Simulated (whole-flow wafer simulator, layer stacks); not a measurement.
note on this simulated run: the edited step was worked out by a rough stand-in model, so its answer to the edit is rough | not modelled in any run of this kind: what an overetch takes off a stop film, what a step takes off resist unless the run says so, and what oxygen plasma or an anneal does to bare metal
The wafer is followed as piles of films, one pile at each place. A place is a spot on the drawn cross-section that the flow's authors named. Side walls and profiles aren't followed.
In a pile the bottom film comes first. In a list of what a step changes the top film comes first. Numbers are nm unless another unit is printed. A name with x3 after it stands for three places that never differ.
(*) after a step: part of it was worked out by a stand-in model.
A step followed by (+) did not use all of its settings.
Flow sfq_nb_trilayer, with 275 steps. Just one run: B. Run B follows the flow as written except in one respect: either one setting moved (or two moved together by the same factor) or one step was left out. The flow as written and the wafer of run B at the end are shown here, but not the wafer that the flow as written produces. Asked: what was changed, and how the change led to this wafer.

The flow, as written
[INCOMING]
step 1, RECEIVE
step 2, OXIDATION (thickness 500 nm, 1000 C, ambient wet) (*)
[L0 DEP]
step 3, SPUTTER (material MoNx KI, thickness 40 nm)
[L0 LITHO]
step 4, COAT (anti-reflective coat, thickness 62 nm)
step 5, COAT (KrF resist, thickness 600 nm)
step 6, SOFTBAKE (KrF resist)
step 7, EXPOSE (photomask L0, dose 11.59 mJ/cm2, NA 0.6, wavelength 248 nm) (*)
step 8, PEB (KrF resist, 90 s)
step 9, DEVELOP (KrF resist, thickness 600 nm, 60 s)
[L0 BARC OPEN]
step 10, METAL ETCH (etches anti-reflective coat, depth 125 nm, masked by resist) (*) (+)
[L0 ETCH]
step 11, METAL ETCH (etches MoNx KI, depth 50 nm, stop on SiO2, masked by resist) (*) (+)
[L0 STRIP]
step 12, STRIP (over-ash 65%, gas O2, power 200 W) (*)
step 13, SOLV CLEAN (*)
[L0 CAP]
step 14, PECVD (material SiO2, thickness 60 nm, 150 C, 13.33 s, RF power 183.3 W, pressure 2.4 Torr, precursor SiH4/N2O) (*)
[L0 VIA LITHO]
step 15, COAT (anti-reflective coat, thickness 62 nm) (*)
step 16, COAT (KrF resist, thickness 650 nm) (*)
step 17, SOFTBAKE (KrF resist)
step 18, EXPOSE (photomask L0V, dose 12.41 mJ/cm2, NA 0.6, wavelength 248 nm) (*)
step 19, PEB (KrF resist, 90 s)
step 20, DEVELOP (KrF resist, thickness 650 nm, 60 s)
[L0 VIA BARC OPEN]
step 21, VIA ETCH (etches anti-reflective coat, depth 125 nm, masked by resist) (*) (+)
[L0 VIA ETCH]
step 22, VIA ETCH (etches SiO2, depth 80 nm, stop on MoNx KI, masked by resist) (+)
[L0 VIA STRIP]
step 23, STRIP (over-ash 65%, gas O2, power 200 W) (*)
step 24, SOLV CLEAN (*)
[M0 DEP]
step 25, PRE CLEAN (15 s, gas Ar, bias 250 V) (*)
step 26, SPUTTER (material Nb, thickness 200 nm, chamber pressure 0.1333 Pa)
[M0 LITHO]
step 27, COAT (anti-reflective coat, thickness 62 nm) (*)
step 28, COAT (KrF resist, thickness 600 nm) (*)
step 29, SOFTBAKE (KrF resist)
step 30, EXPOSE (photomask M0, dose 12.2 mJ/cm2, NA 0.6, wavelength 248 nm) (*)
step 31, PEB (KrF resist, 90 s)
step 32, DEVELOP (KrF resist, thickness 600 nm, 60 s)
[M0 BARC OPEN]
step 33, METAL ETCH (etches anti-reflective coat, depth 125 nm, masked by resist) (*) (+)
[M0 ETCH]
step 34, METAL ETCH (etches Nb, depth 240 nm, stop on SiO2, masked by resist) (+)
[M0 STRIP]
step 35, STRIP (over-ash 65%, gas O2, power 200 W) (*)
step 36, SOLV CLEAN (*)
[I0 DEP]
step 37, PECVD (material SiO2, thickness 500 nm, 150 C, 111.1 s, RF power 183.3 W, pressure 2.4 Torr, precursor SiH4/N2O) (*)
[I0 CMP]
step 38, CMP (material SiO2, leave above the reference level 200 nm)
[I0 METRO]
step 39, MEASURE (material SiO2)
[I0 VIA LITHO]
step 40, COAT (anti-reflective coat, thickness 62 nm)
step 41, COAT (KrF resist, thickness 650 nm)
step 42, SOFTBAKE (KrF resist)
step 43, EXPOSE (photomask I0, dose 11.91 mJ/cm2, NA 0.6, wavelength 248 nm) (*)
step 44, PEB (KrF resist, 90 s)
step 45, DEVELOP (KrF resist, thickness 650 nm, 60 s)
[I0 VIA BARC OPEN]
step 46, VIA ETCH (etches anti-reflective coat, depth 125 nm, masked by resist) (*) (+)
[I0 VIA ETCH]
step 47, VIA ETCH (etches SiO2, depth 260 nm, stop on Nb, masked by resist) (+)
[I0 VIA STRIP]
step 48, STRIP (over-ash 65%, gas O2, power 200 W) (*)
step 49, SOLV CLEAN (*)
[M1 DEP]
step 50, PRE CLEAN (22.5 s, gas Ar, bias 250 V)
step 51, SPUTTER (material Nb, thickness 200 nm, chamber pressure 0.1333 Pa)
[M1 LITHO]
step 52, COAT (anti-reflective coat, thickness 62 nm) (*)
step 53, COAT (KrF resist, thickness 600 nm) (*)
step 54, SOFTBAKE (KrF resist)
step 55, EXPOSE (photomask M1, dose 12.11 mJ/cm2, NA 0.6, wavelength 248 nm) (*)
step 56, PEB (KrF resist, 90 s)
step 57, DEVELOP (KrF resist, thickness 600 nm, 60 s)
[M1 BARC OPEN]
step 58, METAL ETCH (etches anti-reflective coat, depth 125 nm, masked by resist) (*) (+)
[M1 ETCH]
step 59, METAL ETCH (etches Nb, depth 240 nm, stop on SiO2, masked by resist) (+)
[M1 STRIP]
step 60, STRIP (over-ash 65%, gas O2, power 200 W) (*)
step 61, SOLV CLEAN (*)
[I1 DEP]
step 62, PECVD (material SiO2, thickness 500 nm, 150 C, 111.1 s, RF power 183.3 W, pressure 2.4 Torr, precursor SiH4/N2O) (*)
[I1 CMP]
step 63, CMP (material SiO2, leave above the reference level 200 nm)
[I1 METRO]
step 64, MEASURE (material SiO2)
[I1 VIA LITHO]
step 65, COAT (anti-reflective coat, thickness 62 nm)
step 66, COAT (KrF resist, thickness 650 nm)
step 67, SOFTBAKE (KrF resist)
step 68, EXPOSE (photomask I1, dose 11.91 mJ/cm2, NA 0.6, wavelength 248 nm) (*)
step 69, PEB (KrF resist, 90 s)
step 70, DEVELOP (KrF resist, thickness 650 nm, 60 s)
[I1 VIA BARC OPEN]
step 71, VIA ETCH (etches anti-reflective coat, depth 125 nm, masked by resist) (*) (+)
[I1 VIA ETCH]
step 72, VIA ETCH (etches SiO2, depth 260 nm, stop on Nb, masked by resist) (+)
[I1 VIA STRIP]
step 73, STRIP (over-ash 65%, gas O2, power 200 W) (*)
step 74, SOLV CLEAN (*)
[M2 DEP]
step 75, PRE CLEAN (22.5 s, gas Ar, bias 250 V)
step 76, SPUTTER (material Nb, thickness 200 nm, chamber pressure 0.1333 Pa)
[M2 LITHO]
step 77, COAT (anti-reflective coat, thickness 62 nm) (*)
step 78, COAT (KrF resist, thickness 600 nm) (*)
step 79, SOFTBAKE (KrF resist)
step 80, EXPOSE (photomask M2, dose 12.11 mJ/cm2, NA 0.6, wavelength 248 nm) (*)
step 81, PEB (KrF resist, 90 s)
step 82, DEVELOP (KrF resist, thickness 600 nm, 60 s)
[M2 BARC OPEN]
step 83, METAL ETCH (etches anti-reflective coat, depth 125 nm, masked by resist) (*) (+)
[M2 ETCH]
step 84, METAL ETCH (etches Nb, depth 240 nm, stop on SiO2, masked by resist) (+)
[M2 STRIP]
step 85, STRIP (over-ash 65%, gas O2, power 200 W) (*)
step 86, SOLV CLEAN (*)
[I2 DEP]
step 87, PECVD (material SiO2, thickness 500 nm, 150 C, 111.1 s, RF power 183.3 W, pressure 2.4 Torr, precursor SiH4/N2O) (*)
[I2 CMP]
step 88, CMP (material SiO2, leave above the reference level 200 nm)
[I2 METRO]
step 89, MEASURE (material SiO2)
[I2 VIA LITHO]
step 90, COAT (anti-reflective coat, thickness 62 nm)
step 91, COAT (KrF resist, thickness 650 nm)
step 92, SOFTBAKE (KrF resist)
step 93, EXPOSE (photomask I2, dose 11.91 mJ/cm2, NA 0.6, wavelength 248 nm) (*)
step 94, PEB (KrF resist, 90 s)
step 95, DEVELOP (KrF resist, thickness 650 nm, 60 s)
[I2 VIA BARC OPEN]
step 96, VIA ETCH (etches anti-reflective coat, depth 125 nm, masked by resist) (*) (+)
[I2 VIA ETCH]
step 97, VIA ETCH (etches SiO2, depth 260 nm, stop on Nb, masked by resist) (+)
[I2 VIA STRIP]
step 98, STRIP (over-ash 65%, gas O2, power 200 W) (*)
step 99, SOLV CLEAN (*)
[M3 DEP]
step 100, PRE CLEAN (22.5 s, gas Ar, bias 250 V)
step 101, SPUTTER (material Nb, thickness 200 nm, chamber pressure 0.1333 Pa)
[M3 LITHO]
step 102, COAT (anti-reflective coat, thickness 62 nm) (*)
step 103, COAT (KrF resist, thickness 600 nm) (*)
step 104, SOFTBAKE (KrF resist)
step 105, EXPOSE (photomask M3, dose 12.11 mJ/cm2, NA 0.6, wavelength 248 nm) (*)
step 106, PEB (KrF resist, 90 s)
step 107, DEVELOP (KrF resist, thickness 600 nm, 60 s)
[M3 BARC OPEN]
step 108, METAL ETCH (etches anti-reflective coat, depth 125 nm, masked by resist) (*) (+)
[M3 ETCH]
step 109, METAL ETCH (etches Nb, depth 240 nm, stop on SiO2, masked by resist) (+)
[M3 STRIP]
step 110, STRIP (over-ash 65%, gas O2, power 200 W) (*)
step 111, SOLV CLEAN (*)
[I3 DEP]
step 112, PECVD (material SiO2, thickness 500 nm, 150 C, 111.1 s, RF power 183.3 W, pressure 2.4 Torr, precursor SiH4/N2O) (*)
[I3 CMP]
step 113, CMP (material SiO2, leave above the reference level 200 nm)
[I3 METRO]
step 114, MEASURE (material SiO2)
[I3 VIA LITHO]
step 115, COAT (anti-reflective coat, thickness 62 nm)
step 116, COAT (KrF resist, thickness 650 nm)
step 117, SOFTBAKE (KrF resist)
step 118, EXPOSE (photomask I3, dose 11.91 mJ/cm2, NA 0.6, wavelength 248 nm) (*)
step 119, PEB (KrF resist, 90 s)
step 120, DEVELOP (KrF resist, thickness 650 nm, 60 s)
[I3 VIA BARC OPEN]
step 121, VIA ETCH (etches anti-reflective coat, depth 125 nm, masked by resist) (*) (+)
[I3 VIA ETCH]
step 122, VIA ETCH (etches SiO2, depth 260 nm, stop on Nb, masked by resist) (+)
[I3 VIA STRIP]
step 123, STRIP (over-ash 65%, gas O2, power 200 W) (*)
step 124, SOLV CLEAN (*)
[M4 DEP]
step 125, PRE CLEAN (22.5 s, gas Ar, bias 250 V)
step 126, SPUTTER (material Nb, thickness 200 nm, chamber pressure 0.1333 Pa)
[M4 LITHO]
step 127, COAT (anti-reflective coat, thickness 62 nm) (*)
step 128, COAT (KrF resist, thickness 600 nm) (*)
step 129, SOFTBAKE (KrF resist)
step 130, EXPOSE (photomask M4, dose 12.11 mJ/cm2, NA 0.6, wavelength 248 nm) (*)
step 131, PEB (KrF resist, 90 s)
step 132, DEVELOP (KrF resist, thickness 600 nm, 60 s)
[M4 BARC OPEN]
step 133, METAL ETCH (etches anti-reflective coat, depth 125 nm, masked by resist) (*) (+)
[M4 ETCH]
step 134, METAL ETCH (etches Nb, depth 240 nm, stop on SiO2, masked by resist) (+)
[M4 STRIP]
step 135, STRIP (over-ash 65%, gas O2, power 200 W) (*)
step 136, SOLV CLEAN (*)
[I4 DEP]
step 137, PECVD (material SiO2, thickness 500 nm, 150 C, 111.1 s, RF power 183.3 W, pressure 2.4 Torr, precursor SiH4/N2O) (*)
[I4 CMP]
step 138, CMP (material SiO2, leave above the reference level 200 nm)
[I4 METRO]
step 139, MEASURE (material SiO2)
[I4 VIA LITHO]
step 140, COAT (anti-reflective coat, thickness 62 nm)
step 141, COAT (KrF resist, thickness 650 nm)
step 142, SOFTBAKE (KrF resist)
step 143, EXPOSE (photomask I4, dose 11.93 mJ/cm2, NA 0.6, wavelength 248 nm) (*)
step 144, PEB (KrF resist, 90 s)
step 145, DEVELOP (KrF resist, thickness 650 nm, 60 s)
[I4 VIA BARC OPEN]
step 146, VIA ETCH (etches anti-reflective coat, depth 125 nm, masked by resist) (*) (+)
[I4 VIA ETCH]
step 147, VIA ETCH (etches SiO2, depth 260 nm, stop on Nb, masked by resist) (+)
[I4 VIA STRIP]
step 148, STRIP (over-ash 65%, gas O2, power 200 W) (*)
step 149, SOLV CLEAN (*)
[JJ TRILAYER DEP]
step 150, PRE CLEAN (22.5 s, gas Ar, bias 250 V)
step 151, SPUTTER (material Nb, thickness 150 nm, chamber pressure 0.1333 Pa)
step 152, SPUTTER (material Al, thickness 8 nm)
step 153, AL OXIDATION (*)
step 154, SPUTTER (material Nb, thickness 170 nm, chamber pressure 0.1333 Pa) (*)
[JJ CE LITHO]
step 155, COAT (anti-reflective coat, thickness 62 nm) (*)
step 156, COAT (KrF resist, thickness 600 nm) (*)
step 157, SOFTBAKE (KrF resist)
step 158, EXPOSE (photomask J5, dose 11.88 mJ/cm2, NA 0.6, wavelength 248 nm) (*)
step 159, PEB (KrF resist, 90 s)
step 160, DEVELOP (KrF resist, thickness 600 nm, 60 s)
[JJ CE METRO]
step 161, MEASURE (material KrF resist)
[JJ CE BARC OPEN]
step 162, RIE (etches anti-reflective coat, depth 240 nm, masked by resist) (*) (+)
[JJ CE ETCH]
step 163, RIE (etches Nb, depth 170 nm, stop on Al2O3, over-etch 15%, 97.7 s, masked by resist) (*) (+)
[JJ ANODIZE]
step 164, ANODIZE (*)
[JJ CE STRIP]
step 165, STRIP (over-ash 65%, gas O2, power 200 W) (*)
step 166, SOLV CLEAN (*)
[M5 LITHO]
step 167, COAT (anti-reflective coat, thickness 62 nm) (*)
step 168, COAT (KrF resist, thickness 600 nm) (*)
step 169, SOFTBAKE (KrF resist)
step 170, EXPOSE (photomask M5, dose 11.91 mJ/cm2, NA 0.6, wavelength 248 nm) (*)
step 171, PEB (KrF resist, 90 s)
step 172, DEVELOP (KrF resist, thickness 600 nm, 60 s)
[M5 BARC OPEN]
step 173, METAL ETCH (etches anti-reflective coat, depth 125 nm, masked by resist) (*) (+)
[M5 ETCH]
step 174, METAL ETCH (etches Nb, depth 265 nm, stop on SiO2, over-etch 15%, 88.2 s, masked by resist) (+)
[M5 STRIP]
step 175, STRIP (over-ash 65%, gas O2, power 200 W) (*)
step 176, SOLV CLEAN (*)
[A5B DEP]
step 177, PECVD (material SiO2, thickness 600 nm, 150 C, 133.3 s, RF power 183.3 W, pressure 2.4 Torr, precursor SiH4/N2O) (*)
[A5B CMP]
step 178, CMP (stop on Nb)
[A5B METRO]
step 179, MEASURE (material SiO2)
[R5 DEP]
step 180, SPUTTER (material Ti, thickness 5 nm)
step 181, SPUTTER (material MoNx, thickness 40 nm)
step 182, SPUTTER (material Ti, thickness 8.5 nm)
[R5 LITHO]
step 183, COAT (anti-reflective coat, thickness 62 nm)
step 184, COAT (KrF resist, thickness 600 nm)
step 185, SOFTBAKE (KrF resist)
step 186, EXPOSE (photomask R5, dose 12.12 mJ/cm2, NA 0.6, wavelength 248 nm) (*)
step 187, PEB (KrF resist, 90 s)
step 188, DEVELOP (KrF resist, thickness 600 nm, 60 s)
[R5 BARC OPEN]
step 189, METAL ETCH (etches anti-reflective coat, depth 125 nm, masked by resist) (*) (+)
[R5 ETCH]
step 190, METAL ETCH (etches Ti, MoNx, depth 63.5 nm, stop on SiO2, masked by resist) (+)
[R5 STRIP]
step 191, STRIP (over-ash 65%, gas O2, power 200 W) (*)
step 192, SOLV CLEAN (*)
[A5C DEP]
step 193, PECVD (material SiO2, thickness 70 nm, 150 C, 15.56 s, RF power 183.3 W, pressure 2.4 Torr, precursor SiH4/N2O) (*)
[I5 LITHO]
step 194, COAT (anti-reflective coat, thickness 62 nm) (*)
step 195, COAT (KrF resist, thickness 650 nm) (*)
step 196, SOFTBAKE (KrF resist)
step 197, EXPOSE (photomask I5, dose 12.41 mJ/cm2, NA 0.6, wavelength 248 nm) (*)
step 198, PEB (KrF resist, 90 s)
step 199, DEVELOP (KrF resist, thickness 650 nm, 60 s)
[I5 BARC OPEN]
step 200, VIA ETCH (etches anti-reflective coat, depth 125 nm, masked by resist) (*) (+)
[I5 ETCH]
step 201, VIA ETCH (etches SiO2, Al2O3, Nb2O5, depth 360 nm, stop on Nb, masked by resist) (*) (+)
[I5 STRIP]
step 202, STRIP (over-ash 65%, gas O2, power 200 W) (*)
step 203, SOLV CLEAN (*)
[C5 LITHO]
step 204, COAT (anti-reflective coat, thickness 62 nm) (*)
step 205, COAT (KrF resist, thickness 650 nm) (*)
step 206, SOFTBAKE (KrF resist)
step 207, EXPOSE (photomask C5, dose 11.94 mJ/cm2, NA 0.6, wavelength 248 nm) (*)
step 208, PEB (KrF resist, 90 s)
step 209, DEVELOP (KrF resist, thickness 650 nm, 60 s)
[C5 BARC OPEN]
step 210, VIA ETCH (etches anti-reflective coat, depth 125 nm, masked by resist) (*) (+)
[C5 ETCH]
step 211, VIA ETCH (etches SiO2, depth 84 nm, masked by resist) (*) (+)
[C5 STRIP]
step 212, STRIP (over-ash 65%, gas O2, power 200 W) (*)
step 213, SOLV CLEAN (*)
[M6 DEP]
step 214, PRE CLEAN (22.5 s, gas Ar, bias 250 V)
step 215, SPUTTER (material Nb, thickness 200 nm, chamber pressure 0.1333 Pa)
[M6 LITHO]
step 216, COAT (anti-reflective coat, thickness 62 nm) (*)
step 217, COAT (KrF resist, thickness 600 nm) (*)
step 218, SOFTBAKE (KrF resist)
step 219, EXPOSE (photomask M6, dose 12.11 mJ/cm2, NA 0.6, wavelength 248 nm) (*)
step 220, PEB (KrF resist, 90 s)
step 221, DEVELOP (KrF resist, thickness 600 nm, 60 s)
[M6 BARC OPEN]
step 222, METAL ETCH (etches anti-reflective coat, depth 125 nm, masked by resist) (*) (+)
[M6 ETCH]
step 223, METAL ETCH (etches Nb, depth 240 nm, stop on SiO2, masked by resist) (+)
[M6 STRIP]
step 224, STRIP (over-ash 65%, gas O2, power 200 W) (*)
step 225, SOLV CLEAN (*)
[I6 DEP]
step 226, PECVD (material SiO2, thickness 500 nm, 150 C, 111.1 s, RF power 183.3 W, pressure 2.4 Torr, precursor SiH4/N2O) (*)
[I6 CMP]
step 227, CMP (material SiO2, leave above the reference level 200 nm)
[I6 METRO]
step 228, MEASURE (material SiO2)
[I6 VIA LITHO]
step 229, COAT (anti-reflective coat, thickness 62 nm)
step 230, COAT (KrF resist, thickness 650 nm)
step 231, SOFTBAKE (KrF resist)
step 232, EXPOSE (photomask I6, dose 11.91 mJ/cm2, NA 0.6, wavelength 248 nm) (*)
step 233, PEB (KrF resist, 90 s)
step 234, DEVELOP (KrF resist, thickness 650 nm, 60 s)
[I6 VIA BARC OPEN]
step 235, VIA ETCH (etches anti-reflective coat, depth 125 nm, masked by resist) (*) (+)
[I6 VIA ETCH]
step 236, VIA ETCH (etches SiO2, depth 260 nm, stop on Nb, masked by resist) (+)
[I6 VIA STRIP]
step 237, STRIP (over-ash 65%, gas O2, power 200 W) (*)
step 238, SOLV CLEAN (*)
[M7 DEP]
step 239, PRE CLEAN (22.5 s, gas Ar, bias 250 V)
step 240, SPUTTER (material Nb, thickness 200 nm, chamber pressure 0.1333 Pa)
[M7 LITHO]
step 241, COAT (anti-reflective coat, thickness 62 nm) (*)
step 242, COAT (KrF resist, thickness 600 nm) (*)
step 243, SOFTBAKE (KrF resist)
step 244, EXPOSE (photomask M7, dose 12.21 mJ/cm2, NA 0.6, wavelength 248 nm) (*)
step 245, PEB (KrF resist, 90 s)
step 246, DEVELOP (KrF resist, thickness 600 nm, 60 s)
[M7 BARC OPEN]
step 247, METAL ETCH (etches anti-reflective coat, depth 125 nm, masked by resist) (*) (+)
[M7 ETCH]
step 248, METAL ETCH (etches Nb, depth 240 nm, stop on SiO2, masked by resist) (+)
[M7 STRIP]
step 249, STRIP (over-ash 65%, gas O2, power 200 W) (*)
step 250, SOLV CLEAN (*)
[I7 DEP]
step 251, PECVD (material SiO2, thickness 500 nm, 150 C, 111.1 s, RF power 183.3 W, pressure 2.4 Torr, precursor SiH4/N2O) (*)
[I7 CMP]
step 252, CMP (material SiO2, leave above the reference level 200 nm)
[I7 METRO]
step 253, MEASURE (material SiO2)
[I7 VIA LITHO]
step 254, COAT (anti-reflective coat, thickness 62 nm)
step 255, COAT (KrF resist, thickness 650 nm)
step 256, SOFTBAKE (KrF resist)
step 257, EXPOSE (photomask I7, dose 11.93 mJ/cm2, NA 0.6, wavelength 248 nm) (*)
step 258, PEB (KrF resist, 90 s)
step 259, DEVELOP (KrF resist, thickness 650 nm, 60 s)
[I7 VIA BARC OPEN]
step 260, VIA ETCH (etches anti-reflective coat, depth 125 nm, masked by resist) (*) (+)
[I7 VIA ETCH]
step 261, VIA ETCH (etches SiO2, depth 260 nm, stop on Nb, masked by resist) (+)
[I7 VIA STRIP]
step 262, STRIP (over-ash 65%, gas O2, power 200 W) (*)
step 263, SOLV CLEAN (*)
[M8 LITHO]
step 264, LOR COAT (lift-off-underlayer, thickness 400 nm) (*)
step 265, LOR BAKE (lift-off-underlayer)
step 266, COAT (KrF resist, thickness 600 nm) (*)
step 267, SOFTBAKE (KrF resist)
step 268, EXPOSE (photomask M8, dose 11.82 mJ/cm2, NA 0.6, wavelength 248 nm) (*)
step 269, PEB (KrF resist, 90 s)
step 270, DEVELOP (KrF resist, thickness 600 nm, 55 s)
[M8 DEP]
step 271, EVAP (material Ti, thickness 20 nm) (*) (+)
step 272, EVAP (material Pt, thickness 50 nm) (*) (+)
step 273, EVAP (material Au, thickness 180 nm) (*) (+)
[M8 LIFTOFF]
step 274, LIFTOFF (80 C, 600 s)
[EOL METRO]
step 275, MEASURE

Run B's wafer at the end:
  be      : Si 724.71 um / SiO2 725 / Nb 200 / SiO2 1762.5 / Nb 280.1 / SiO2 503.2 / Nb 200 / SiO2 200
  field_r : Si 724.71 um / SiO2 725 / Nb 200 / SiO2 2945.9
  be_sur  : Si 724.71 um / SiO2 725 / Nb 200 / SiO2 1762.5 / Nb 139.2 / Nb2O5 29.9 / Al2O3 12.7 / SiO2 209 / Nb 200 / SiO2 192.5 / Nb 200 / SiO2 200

What caused this: step 2, OXIDATION: thickness 670 nm was run, while the flow as written has thickness 500 nm.

How this came from the change, step by step:
  step 2, OXIDATION (thickness 500 nm, 1000 C, ambient wet) (*)
      field_l, v_sur, via_wl and 103 more: +670 SiO2 (new film), -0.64 chemical SiO2 (all of it), -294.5 Si (as written it would have been: +500 SiO2 (new film), -0.64 chemical SiO2 (all of it), -219.7 Si)
